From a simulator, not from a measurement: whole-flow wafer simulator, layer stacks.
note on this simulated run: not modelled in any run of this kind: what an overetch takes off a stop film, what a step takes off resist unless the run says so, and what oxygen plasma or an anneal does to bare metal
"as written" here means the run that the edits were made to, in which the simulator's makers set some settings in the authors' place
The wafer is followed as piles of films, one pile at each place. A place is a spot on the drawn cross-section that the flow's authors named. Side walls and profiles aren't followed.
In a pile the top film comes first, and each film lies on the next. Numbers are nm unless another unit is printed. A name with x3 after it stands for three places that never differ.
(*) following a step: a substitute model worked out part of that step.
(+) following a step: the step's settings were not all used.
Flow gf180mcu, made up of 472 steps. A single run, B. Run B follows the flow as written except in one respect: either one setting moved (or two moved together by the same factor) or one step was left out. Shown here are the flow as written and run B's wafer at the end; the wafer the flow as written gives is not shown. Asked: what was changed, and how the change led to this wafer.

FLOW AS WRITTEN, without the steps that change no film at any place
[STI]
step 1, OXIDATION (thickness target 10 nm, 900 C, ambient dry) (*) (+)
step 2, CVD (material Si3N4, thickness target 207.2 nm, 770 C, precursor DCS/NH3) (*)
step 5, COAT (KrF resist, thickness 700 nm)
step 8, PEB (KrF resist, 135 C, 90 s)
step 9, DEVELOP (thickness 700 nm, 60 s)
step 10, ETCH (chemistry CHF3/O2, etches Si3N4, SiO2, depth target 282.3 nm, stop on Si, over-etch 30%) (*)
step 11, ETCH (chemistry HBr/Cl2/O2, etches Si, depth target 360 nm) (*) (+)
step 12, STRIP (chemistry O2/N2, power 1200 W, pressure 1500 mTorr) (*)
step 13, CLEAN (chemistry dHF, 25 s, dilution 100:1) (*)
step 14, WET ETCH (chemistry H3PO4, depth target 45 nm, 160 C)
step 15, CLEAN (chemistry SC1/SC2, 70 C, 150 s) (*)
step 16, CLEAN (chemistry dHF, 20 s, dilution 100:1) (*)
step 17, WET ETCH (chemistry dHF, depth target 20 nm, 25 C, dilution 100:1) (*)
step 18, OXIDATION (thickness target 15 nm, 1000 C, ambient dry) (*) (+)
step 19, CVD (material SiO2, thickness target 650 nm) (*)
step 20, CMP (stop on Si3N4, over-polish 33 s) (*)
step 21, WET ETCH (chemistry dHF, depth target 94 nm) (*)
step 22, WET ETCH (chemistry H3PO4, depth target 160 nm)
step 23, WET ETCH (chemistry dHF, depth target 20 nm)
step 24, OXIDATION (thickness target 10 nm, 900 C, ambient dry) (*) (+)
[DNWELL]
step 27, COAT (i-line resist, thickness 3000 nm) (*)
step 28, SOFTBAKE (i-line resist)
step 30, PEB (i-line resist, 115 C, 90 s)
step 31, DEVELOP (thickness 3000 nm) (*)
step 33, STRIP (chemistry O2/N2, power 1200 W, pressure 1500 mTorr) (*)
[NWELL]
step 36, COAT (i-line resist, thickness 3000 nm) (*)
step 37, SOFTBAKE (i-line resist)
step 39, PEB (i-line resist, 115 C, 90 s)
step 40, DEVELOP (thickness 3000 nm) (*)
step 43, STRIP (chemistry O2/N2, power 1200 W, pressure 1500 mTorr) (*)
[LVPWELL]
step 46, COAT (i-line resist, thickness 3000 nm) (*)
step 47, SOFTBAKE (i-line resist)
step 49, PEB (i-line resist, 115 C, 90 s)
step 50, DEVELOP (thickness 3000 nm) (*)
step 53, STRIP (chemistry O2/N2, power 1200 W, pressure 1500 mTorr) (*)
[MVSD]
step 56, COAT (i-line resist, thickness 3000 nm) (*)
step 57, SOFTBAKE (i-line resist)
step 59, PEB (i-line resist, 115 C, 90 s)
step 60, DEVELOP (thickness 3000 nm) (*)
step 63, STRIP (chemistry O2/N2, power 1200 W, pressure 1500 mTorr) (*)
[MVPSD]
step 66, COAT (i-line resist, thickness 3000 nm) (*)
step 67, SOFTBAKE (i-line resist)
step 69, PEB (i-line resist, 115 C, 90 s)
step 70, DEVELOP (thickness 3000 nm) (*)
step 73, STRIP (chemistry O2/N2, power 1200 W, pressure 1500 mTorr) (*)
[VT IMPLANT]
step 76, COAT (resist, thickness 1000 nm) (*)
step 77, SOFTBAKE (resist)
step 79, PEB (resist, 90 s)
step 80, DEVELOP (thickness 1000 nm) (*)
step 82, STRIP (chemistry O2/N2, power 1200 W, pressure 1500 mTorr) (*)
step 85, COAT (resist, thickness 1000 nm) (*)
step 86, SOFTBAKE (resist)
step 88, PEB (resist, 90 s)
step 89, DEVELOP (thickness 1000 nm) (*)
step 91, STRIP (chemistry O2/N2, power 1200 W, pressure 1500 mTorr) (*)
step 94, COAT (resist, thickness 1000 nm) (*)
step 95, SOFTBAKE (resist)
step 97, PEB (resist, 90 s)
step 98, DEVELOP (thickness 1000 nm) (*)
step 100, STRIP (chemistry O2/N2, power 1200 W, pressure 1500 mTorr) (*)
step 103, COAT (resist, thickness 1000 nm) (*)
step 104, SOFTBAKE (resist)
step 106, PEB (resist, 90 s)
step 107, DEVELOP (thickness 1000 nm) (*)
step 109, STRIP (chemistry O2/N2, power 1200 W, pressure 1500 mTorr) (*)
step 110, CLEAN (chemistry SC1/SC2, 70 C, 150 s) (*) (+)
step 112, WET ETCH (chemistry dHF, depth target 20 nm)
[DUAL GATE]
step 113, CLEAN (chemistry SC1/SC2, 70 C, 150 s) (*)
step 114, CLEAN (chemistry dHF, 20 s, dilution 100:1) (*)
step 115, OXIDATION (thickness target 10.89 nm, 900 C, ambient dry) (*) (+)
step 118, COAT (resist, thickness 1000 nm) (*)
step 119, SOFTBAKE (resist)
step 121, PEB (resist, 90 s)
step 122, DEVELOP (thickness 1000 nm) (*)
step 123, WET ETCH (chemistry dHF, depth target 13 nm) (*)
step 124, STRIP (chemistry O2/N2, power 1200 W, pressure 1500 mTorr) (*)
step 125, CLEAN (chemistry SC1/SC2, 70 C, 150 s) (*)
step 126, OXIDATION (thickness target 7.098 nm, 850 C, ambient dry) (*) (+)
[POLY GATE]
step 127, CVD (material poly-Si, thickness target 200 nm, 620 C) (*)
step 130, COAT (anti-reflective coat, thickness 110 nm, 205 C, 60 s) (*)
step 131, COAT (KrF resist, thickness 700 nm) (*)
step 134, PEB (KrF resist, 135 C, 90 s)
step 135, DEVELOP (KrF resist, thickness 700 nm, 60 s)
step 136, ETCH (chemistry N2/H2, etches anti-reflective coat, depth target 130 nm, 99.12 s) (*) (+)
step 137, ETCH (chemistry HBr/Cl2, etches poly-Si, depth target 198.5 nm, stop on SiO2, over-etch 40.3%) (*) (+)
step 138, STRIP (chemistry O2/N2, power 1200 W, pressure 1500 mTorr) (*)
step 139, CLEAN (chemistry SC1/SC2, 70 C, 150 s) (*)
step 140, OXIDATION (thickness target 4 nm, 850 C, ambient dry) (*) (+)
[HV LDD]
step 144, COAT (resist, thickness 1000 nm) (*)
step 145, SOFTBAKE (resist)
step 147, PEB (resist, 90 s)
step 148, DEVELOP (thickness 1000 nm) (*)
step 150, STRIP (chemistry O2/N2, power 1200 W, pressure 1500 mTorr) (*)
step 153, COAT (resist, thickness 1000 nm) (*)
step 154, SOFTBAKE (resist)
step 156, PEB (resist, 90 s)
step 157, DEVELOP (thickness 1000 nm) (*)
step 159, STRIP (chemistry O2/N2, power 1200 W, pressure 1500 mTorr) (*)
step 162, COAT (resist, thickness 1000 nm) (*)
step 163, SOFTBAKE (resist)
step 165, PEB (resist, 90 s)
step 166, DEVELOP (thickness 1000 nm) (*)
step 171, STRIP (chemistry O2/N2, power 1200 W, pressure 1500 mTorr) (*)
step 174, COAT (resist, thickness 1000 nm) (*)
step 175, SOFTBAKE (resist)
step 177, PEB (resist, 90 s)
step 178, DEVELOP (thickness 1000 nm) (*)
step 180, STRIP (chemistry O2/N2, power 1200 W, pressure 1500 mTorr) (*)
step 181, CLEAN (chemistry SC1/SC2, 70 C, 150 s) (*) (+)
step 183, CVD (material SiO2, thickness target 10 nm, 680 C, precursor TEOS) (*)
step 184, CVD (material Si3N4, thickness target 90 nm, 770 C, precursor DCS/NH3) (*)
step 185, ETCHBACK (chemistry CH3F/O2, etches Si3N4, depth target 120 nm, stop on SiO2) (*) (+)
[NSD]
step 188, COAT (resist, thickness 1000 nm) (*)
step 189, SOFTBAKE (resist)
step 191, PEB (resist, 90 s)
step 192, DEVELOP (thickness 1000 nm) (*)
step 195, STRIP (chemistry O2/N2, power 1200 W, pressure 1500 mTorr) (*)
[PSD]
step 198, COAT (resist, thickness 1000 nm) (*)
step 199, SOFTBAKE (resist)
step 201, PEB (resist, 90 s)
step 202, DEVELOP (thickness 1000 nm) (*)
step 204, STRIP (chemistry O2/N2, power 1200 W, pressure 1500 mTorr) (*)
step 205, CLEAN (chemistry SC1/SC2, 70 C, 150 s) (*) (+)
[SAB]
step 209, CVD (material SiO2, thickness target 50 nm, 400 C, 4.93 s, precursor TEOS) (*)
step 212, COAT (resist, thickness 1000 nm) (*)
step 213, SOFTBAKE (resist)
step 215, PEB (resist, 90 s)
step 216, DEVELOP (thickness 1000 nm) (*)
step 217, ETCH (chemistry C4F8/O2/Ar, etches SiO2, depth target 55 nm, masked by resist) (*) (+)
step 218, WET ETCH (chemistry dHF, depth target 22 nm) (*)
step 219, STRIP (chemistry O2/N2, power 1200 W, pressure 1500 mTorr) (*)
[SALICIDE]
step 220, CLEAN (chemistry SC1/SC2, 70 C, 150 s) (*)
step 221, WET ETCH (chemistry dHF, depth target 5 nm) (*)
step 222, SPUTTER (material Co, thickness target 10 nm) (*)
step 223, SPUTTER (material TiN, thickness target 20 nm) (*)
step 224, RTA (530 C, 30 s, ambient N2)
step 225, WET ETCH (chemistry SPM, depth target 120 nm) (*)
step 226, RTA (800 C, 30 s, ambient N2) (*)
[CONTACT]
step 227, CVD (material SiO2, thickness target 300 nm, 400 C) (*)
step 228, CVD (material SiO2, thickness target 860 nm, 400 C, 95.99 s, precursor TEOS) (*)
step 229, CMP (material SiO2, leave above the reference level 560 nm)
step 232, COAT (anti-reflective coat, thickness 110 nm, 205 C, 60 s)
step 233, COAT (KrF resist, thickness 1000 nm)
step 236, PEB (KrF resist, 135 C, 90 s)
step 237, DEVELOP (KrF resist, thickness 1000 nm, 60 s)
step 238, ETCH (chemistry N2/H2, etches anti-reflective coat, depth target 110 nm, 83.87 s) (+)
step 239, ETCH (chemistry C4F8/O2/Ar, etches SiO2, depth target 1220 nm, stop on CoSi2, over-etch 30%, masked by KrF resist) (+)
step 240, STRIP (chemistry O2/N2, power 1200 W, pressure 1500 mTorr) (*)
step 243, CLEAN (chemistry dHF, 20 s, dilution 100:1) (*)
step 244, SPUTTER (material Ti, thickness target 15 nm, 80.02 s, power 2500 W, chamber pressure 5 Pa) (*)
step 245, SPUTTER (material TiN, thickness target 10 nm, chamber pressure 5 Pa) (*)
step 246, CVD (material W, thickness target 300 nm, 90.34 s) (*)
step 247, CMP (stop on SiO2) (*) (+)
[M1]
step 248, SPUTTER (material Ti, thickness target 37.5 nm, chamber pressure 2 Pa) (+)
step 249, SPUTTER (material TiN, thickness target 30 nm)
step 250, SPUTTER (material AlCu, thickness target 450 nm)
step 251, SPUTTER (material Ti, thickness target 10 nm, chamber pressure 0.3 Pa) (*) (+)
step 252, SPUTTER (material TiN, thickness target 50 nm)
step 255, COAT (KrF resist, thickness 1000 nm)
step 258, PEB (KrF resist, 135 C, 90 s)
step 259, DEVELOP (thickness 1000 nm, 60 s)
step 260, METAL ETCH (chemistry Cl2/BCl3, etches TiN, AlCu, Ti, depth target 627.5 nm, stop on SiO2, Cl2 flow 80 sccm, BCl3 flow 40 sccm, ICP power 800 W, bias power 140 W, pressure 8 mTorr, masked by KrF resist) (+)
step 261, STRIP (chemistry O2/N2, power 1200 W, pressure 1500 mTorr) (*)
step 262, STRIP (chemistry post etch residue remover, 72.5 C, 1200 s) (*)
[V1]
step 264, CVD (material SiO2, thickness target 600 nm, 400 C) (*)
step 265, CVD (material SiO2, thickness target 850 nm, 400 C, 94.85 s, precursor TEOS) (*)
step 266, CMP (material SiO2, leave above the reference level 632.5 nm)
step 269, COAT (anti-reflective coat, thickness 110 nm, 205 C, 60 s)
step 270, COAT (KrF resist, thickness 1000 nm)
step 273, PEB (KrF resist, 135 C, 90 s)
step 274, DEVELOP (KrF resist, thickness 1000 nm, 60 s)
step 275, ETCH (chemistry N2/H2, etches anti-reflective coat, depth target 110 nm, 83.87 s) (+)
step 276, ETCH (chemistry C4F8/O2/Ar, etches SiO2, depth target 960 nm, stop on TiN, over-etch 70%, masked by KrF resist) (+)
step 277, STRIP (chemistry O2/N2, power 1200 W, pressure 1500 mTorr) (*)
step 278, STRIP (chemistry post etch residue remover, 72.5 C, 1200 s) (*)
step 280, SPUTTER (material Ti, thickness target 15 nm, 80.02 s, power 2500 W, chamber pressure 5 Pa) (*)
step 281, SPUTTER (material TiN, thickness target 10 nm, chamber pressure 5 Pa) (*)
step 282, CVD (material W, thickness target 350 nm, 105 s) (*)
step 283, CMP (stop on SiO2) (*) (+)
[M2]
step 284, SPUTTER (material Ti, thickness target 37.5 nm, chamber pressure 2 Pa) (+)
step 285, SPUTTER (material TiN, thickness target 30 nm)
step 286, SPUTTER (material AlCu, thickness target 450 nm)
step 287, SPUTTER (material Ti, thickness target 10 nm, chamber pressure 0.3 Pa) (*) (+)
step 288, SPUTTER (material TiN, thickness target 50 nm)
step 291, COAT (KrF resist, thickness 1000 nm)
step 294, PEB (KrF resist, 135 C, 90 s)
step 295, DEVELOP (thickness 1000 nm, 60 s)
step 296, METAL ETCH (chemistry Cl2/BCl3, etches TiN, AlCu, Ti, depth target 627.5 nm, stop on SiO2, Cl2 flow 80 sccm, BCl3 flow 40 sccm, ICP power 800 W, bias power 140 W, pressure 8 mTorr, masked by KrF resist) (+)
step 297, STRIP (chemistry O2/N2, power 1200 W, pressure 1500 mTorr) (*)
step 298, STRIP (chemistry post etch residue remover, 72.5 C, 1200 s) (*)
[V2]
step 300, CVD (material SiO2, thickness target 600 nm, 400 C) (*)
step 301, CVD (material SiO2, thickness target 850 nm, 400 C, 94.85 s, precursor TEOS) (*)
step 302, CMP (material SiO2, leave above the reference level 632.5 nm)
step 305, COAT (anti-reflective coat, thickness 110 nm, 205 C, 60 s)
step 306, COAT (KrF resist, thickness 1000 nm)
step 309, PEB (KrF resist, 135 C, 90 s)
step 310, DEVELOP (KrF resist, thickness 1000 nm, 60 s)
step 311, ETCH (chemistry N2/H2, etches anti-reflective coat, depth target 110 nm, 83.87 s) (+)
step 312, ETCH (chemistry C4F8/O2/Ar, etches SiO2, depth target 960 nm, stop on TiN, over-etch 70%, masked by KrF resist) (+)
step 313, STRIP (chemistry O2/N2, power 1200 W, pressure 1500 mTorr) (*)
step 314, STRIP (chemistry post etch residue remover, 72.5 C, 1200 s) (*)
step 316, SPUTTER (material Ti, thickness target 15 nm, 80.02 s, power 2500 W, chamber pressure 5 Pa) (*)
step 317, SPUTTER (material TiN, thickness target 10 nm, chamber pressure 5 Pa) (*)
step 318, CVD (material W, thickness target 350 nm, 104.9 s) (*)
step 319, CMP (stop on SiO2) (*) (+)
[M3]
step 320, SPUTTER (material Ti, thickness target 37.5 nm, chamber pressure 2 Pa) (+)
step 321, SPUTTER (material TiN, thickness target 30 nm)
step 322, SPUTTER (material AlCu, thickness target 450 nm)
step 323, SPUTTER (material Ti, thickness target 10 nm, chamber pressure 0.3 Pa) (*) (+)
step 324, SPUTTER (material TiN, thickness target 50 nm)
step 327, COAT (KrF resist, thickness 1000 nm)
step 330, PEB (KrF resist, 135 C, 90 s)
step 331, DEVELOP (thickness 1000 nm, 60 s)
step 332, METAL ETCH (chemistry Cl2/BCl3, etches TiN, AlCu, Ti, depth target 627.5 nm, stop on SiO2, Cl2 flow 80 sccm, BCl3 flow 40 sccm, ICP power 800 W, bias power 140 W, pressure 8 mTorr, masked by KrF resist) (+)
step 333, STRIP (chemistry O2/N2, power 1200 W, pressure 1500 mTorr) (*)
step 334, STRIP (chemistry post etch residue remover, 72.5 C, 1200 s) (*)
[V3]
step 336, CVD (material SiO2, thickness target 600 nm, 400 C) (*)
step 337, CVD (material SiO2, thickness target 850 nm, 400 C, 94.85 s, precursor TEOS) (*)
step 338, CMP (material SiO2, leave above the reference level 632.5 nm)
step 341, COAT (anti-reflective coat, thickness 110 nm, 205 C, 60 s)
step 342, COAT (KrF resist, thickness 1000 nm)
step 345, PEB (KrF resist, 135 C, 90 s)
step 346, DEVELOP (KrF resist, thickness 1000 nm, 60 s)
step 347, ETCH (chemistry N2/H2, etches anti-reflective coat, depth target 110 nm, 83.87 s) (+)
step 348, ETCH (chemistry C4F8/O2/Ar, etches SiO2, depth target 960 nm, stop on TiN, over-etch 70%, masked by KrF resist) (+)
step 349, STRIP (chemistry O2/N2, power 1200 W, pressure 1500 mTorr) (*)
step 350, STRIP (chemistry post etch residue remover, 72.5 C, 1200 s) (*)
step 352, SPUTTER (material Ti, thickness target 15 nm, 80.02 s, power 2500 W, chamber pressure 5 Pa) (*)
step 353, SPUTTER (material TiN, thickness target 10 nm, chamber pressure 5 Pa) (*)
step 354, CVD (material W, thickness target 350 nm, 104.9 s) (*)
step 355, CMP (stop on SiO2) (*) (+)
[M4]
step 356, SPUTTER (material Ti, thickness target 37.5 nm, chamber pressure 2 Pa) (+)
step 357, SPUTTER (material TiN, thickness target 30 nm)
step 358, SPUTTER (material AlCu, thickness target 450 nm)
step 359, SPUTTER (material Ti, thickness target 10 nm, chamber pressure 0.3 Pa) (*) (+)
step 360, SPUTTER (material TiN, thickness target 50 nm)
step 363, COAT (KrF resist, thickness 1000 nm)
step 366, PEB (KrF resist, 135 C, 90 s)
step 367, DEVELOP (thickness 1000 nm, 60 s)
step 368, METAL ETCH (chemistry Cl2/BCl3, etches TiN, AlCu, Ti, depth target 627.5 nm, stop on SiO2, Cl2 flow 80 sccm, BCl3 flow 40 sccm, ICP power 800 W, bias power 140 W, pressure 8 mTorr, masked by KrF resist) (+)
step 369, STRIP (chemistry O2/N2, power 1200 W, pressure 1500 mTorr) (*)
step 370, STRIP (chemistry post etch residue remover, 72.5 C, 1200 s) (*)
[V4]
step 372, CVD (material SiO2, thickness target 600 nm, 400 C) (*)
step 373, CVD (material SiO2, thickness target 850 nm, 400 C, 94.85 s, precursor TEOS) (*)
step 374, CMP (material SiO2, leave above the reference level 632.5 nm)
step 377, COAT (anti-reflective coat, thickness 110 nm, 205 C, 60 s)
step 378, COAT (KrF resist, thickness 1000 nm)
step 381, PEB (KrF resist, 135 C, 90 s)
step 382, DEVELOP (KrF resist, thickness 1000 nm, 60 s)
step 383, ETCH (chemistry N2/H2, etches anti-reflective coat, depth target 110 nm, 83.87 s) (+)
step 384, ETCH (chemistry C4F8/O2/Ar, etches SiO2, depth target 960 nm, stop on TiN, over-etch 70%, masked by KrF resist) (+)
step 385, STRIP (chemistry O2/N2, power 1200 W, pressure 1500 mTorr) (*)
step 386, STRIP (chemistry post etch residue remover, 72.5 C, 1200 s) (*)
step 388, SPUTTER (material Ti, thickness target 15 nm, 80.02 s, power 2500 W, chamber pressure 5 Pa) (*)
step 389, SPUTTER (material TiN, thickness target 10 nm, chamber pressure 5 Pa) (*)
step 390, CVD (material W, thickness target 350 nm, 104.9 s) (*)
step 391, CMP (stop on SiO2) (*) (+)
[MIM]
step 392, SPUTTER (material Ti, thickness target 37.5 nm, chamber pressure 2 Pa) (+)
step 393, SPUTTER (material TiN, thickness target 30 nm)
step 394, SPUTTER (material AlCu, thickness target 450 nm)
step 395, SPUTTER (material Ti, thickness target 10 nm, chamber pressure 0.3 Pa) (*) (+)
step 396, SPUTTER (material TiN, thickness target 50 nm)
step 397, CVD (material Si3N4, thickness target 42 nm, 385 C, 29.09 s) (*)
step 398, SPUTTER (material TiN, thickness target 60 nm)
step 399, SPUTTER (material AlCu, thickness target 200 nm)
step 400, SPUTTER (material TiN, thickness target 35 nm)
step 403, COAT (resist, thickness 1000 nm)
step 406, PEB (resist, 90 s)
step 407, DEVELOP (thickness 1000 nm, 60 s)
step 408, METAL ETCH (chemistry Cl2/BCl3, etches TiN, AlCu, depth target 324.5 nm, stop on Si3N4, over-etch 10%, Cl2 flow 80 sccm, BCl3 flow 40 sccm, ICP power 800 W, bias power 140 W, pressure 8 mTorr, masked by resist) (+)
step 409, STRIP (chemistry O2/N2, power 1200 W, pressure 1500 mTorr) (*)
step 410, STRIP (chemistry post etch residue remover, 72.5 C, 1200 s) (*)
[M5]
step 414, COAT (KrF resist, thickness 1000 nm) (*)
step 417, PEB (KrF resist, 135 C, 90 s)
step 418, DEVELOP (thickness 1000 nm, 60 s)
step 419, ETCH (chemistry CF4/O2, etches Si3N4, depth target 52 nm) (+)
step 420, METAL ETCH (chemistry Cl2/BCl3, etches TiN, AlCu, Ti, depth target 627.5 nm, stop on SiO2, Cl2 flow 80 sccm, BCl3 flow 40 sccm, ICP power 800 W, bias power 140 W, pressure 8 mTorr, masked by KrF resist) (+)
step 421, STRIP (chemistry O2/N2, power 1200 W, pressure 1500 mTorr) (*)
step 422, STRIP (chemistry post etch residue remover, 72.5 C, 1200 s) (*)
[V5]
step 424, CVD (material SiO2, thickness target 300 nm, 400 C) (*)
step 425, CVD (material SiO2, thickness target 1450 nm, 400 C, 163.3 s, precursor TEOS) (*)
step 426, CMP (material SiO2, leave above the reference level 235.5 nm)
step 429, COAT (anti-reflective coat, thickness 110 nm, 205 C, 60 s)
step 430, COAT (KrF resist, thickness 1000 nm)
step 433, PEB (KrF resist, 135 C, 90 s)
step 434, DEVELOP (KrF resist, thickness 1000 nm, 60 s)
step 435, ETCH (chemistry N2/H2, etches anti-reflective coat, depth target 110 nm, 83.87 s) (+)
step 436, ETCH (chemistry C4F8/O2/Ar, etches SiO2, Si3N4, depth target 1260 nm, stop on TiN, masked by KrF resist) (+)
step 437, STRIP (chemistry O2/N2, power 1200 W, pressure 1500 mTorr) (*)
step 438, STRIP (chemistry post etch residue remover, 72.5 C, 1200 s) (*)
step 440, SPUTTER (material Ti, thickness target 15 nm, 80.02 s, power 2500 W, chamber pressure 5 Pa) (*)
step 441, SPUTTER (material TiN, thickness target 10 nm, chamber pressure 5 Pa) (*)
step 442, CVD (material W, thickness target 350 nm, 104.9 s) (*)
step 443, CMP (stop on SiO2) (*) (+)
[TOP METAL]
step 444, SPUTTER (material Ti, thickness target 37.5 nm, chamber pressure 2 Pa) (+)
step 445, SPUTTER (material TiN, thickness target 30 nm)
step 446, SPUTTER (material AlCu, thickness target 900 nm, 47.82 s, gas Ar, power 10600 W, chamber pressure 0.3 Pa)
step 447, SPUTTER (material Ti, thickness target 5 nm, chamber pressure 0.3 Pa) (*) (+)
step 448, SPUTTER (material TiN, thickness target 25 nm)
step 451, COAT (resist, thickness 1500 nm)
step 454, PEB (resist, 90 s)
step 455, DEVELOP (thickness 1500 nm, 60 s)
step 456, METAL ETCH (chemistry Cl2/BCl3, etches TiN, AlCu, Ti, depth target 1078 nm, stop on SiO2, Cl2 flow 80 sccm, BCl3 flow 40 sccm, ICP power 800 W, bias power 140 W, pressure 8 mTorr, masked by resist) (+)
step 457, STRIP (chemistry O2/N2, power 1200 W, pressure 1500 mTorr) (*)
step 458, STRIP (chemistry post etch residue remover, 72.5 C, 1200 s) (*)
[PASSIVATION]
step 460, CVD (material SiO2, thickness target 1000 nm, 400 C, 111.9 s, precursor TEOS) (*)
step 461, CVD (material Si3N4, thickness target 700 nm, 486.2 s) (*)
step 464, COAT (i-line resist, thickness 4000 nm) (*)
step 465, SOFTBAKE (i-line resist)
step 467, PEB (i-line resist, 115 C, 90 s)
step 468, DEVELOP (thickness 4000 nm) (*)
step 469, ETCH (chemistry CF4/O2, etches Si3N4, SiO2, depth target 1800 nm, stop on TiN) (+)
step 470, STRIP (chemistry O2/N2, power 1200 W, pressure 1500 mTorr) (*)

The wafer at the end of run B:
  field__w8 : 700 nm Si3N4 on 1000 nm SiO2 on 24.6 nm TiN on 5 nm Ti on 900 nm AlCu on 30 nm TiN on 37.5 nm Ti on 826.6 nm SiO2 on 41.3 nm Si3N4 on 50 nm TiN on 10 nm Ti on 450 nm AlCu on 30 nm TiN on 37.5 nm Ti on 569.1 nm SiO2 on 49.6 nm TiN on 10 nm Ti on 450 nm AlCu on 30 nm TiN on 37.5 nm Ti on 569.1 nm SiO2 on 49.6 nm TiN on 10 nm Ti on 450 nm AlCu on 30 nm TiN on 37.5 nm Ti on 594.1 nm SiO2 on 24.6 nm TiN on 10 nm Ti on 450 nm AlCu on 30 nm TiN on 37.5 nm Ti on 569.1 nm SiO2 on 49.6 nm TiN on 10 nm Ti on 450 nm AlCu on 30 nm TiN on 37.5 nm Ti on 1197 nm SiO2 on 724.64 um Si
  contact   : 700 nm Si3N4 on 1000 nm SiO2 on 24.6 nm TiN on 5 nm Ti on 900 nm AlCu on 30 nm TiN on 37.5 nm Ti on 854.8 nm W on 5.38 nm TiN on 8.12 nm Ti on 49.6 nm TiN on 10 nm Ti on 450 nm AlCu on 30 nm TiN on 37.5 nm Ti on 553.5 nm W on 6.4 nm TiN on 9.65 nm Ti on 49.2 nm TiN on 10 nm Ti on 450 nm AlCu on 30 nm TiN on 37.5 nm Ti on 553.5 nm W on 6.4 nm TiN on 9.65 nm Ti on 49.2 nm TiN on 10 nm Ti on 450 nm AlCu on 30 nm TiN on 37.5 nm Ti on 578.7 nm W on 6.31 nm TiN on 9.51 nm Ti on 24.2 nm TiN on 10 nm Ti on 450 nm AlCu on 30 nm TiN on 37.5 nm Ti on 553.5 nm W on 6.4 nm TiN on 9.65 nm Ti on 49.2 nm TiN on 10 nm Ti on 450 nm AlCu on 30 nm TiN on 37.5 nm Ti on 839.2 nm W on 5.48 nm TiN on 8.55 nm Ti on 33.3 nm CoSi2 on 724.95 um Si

The reason: step 288, SPUTTER: thickness target 25 nm was run, whereas the flow has thickness target 50 nm.

How this came from the change, step by step:
  step 288, SPUTTER (material TiN, thickness target 50 nm)
      field, field__w1, field__w2 and 108 more: +25 TiN (new film) (it would be, as written: +50 TiN (new film))
  step 296, METAL ETCH (chemistry Cl2/BCl3, etches TiN, AlCu, Ti, depth target 627.5 nm, stop on SiO2, Cl2 flow 80 sccm, BCl3 flow 40 sccm, ICP power 800 W, bias power 140 W, pressure 8 mTorr, masked by KrF resist) (+)
      field, field__w1, field__w2 and 103 more: -25 TiN (all of it), -10 Ti (all of it), -450 AlCu (all of it), -30 TiN (all of it), -37.5 Ti (all of it) (it would be, as written: -50 TiN (all of it), -10 Ti (all of it), -450 AlCu (all of it), -30 TiN (all of it), -37.5 Ti (all of it))
  step 302, CMP (material SiO2, leave above the reference level 632.5 nm)
      field__w8, contact, m1, m1__w1, m1_nw: -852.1 SiO2 (it would be, as written: -877.1 SiO2)
  step 312, ETCH (chemistry C4F8/O2/Ar, etches SiO2, depth target 960 nm, stop on TiN, over-etch 70%, masked by KrF resist) (+)
      contact: -597.1 SiO2 (all of it) (it would be, as written: -572.1 SiO2 (all of it))
  step 318, CVD (material W, thickness target 350 nm, 104.9 s) (*)
      contact: +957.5 W (new film) (it would be, as written: +932.3 W (new film))
